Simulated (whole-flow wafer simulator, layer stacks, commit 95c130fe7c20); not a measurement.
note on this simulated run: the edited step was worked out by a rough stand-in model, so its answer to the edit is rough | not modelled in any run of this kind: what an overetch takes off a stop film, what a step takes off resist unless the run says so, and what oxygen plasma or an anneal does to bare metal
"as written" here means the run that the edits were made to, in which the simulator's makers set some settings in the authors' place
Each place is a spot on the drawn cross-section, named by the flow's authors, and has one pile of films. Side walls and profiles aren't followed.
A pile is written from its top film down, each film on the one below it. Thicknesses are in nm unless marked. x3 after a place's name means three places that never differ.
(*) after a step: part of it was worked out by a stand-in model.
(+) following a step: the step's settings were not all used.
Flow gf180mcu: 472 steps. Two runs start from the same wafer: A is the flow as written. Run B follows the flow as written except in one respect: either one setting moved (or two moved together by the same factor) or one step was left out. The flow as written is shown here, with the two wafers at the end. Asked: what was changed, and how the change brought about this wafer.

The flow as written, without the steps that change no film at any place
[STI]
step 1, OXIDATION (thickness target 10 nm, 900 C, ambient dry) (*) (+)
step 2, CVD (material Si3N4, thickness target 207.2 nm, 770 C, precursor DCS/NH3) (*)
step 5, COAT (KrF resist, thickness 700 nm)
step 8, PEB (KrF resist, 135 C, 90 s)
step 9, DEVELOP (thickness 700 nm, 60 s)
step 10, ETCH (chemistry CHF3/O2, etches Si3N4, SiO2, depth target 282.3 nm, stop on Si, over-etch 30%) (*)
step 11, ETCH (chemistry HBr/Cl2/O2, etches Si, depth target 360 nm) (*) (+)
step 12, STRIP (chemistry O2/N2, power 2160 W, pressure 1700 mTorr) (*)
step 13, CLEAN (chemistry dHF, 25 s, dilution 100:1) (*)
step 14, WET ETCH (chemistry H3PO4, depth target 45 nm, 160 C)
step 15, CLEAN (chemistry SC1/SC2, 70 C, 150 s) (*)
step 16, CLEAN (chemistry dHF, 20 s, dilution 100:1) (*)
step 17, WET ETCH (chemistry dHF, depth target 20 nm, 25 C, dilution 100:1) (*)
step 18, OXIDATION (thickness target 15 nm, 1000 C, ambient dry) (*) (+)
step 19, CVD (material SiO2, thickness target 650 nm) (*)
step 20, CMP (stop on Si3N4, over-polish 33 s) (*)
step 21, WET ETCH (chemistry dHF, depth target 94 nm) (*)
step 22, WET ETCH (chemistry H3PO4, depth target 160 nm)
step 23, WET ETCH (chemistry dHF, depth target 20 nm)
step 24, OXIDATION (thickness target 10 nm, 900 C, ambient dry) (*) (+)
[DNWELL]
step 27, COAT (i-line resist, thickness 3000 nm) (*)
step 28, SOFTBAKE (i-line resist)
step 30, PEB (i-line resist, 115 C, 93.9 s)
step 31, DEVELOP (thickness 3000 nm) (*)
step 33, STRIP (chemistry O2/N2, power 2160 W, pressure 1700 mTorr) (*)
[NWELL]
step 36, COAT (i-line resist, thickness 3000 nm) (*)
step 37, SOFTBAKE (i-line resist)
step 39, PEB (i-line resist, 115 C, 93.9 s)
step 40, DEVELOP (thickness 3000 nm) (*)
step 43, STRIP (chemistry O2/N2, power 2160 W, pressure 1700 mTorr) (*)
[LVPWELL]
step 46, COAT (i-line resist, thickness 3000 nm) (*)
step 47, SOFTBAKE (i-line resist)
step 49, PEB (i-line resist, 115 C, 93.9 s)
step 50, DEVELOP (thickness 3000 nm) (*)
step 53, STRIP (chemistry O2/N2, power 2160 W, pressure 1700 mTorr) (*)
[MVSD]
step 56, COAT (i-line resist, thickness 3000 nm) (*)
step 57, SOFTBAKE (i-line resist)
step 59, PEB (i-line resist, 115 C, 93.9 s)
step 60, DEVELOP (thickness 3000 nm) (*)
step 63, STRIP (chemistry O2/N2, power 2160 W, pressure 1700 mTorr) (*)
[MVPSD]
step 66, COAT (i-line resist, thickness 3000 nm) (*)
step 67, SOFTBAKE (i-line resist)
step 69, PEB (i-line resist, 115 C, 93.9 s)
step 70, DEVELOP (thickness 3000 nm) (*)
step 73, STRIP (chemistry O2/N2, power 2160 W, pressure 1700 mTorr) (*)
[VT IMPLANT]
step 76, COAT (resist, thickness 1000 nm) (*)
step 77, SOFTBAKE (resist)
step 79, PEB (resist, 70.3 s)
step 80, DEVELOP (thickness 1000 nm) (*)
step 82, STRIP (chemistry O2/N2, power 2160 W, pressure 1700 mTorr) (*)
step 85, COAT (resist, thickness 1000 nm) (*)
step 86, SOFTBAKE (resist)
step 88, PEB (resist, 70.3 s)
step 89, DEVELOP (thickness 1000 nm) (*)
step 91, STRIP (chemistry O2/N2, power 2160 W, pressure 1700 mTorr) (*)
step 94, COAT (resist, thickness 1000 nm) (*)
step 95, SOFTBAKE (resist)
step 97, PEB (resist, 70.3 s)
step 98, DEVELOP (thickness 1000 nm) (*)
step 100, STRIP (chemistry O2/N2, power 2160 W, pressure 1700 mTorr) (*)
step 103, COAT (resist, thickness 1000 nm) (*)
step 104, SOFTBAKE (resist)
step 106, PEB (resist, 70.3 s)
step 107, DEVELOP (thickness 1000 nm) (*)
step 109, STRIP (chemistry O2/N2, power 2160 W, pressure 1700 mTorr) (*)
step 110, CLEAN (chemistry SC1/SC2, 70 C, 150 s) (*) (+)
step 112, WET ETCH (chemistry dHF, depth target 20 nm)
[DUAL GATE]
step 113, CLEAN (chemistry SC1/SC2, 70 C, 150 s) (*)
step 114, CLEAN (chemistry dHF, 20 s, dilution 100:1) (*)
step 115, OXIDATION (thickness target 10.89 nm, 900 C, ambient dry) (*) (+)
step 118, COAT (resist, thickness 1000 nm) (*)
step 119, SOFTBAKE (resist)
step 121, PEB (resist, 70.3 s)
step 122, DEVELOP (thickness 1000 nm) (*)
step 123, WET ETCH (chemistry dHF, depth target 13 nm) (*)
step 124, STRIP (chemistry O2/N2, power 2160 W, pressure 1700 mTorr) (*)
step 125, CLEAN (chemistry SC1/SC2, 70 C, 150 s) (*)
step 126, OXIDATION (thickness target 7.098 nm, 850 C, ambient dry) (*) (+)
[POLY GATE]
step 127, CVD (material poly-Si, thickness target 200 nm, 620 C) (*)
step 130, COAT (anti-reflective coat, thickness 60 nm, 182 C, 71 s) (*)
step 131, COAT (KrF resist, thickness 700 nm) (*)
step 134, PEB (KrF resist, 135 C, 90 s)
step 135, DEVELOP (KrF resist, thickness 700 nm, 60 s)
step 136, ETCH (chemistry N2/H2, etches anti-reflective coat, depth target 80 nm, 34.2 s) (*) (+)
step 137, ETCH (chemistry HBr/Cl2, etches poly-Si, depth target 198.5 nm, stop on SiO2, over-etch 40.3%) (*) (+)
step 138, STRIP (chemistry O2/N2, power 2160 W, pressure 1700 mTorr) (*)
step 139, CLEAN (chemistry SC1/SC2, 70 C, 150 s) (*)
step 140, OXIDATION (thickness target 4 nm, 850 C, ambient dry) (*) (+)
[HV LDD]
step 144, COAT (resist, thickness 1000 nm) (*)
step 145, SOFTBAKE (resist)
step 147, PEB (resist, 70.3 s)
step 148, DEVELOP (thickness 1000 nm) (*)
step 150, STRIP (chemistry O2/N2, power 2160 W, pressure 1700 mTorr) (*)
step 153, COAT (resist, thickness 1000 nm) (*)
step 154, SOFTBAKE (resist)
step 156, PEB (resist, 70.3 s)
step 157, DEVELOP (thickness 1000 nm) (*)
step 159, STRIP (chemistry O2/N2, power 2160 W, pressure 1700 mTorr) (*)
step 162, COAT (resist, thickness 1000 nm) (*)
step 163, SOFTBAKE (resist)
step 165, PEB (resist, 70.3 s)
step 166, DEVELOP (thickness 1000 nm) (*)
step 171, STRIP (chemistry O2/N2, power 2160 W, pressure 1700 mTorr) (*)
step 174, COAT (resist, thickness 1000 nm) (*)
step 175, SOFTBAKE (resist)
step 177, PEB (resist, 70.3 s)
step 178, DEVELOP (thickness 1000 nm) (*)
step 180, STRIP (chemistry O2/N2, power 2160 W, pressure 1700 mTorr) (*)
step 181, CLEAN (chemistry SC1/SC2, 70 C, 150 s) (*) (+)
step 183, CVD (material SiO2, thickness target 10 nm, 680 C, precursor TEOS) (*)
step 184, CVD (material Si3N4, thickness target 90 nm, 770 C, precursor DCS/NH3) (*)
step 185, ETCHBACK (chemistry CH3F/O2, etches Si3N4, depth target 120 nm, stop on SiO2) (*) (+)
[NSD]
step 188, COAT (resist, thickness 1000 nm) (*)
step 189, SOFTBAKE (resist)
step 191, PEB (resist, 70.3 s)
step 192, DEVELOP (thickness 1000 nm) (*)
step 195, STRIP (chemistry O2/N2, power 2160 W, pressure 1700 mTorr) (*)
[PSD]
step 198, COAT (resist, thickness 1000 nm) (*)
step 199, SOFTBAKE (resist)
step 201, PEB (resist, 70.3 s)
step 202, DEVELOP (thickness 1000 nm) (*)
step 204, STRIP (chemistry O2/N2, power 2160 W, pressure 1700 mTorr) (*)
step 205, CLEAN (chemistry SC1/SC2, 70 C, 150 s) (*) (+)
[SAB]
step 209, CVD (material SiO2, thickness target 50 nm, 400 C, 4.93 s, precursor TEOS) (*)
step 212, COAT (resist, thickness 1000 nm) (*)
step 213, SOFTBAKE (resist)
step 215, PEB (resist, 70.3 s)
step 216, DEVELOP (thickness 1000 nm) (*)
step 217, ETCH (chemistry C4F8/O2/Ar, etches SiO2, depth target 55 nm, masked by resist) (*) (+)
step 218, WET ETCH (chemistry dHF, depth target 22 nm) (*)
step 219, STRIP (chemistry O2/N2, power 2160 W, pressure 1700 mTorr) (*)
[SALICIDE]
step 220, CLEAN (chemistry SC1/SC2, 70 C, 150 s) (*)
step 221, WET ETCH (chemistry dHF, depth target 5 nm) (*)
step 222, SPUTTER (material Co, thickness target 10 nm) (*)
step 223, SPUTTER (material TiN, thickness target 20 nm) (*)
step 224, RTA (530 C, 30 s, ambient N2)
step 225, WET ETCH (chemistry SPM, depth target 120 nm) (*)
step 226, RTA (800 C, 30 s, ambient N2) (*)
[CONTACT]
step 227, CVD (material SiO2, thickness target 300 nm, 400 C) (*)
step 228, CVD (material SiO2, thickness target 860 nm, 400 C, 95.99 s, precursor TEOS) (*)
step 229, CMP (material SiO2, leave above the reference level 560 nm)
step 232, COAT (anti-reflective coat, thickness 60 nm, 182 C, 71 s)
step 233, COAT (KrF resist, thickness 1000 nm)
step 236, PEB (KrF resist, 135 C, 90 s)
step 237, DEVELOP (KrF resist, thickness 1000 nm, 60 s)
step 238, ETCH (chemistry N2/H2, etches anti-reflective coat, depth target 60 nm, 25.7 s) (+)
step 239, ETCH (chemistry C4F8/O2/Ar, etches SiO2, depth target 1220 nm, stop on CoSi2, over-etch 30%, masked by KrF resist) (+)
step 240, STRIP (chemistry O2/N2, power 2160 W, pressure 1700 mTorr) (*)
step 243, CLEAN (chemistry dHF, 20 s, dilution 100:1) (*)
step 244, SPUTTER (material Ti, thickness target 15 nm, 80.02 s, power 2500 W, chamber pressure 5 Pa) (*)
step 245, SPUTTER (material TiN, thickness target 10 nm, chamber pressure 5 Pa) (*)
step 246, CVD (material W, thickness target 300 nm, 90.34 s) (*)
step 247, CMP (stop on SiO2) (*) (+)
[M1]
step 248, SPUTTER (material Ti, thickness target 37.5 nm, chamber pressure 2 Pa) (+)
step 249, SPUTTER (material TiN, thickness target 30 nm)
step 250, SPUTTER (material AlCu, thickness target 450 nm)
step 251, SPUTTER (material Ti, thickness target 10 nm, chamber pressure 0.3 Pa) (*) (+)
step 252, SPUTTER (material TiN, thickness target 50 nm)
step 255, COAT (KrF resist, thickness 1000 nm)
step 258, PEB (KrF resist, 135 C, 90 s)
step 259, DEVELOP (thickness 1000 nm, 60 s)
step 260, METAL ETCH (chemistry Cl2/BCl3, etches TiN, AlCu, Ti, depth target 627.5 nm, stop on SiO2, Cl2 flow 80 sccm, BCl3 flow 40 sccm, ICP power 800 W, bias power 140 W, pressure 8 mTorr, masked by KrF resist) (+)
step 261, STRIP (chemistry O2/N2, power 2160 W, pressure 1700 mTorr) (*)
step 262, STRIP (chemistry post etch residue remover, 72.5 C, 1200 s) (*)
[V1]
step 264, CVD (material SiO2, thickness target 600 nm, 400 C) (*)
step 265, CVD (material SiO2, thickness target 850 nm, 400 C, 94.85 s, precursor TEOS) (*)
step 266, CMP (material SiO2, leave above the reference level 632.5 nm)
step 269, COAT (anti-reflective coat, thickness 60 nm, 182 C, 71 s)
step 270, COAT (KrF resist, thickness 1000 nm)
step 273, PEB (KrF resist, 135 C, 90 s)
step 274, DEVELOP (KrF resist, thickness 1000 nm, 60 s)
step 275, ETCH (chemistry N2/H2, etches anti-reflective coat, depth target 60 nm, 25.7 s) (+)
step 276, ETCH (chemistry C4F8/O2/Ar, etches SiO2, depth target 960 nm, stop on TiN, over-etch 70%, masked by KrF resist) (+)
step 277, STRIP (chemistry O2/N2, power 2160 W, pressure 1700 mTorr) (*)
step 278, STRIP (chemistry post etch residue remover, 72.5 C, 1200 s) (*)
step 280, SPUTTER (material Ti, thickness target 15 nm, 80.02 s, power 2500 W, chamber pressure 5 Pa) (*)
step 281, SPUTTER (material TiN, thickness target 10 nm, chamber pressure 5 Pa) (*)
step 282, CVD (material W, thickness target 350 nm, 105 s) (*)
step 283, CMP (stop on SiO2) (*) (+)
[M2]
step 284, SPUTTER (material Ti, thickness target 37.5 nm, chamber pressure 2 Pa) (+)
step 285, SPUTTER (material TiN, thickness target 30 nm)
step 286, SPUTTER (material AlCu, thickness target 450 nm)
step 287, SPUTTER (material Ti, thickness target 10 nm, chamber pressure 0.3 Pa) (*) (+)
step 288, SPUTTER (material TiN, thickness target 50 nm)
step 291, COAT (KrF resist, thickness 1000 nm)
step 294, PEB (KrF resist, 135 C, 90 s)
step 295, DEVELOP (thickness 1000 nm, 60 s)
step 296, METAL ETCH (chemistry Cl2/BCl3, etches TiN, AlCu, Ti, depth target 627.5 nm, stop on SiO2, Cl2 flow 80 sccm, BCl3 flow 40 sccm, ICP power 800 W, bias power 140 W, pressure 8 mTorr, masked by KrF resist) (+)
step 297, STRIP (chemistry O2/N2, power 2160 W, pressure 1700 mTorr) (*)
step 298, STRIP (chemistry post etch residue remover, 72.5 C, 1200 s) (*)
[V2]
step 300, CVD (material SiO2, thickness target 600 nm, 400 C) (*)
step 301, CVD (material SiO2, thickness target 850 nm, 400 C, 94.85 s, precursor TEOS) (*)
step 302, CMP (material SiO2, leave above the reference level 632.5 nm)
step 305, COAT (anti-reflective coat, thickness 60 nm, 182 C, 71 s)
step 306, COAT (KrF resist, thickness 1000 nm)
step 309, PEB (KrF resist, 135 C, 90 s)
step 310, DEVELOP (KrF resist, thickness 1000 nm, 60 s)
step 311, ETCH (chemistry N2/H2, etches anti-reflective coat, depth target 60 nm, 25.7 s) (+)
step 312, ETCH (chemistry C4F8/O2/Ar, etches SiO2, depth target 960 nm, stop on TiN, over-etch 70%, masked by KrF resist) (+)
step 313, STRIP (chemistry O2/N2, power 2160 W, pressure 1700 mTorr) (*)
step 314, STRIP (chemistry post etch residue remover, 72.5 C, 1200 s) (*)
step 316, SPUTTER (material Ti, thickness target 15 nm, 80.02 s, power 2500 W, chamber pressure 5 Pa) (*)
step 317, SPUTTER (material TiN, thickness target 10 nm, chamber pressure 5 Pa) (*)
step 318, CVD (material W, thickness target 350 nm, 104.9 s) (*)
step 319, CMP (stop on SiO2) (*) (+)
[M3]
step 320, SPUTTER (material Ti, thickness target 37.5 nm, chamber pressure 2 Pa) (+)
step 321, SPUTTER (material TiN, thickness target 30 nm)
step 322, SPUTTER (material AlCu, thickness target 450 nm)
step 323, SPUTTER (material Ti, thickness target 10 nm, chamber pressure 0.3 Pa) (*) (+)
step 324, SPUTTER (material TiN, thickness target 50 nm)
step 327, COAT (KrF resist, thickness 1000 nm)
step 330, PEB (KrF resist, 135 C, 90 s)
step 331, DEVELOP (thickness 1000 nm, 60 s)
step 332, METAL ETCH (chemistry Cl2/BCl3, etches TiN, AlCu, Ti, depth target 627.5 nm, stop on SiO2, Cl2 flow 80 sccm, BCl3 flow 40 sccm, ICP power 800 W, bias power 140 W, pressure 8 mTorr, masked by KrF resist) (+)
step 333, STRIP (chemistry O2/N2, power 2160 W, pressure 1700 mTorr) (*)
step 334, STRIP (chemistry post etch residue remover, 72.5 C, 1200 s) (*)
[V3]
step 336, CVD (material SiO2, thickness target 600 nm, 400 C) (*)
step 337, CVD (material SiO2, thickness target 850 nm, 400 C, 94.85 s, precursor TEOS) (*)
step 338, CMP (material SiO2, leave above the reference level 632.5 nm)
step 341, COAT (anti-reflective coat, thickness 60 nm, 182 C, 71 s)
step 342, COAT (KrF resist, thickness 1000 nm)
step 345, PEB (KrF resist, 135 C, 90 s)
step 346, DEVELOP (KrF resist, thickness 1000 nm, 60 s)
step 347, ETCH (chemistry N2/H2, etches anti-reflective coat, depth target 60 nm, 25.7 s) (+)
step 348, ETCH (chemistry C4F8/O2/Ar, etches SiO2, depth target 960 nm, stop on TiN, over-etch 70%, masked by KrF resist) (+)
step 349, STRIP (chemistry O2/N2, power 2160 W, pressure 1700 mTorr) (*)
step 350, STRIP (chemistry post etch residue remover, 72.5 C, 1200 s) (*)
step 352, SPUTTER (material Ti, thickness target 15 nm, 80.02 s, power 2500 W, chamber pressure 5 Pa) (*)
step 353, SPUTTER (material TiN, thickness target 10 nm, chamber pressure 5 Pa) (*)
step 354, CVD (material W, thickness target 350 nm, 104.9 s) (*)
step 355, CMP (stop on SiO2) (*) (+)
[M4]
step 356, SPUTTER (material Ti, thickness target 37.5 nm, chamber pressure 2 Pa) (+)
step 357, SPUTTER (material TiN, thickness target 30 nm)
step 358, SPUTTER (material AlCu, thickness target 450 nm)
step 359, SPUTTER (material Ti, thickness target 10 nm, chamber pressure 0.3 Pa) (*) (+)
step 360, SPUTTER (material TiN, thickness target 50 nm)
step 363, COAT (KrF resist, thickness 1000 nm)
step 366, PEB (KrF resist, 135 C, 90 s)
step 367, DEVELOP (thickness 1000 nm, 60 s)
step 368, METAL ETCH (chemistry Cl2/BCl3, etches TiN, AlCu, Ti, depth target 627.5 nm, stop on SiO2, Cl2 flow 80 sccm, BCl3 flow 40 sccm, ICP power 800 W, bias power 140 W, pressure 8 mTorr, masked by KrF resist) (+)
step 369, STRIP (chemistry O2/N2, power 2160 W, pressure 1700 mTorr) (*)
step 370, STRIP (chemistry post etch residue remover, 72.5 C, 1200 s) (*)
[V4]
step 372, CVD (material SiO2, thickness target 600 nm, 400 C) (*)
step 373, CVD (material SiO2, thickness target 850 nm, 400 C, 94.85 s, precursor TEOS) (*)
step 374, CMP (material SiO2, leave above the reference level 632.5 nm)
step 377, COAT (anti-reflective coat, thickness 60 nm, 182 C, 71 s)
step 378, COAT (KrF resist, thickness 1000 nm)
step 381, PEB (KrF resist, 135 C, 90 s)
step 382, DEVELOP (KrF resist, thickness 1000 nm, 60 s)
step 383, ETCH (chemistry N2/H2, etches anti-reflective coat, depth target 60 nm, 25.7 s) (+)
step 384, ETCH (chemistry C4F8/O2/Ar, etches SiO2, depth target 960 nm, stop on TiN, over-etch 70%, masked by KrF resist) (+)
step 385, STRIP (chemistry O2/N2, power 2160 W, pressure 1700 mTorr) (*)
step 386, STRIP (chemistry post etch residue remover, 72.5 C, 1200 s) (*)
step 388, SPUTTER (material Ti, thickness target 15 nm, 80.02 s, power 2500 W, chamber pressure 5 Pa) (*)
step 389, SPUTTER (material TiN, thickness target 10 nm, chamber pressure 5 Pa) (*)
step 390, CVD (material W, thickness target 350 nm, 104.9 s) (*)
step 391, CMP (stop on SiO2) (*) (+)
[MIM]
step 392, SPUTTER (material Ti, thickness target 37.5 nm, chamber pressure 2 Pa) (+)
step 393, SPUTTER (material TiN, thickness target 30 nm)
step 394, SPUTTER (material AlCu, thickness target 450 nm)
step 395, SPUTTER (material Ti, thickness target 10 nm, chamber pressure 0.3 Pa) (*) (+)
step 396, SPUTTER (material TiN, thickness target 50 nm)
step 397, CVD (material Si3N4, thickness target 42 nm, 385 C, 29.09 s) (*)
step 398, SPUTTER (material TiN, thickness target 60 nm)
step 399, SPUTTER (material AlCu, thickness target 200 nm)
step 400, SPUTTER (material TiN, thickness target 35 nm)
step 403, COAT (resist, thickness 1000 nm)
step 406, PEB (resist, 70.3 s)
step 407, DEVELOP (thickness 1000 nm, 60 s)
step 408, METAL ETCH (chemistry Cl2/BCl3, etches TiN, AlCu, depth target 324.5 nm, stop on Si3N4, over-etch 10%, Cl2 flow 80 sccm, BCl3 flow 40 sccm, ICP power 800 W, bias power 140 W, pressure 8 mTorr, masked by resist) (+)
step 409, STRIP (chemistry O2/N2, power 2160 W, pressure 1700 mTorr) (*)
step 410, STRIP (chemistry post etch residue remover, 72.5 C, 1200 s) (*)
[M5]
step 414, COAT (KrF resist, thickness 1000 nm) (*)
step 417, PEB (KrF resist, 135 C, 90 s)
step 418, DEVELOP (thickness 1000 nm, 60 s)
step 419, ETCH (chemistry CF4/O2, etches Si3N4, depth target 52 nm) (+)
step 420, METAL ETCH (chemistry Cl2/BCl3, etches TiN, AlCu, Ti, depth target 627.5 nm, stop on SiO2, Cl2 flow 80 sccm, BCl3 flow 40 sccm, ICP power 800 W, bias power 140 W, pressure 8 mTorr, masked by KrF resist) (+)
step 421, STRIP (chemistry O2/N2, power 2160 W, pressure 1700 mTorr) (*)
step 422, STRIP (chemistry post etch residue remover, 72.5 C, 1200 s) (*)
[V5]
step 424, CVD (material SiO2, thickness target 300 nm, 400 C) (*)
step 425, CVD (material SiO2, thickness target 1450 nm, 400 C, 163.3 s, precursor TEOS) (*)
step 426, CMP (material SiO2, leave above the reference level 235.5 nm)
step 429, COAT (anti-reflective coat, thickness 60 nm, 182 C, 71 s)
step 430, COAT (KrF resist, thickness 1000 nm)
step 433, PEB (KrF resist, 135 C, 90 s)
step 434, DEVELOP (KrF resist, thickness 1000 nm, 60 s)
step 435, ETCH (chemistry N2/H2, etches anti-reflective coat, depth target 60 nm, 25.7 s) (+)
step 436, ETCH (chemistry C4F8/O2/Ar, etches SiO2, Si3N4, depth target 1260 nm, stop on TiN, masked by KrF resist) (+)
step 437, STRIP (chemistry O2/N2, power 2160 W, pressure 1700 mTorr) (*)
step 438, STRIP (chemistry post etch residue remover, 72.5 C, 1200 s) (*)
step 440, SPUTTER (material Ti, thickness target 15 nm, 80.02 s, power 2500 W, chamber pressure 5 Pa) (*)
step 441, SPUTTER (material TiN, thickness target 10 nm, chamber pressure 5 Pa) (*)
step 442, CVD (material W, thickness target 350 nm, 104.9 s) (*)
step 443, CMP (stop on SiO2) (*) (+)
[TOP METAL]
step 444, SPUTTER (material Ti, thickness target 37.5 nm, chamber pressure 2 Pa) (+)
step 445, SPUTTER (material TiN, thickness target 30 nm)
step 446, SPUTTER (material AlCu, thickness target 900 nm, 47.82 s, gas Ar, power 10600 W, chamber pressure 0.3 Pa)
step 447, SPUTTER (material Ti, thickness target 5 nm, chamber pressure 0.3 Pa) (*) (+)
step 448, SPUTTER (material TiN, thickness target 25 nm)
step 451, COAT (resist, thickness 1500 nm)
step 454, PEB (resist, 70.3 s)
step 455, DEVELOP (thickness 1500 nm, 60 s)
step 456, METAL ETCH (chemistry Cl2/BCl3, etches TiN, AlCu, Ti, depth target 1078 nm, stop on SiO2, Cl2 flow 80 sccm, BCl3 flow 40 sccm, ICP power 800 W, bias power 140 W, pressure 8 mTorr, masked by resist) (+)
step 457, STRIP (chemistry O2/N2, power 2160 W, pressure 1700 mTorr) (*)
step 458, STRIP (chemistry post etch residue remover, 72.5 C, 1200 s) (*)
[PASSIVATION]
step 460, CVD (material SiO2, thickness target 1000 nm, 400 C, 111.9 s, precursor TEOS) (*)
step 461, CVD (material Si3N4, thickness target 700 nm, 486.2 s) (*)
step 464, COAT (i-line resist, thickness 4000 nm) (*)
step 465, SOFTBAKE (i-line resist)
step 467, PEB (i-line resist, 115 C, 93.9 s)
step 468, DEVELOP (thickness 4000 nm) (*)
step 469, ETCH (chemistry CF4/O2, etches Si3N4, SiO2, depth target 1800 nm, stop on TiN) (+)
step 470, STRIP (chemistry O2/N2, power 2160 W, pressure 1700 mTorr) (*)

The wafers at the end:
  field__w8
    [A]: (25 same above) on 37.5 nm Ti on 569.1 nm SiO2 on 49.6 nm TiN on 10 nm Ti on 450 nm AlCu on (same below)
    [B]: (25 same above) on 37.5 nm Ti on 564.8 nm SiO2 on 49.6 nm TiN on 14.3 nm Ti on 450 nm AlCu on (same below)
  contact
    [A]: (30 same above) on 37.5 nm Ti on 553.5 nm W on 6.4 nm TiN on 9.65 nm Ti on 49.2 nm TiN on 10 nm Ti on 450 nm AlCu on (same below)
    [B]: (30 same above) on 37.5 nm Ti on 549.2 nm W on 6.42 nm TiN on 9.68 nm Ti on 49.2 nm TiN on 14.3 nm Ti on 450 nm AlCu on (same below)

Cause: step 287, SPUTTER: thickness target 14.3 nm was run, whereas the flow has thickness target 10 nm.
The wafer lets one read it off: field__w8 has Ti 14.3, and step 287 as written asks for 10 nm.

Step by step, how the change led to this:
  step 287, SPUTTER (material Ti, thickness target 10 nm, chamber pressure 0.3 Pa) (*) (+)
      field, field__w1, field__w2 and 108 more: A +10 Ti (new film) | B +14.3 Ti (new film)
  step 296, METAL ETCH (chemistry Cl2/BCl3, etches TiN, AlCu, Ti, depth target 627.5 nm, stop on SiO2, Cl2 flow 80 sccm, BCl3 flow 40 sccm, ICP power 800 W, bias power 140 W, pressure 8 mTorr, masked by KrF resist) (+)
      field, field__w1, field__w2 and 103 more: A -50 TiN (all of it), -10 Ti (all of it), -450 AlCu (all of it), -30 TiN (all of it), -37.5 Ti (all of it) | B -50 TiN (all of it), -14.3 Ti (all of it), -450 AlCu (all of it), -30 TiN (all of it), -37.5 Ti (all of it)
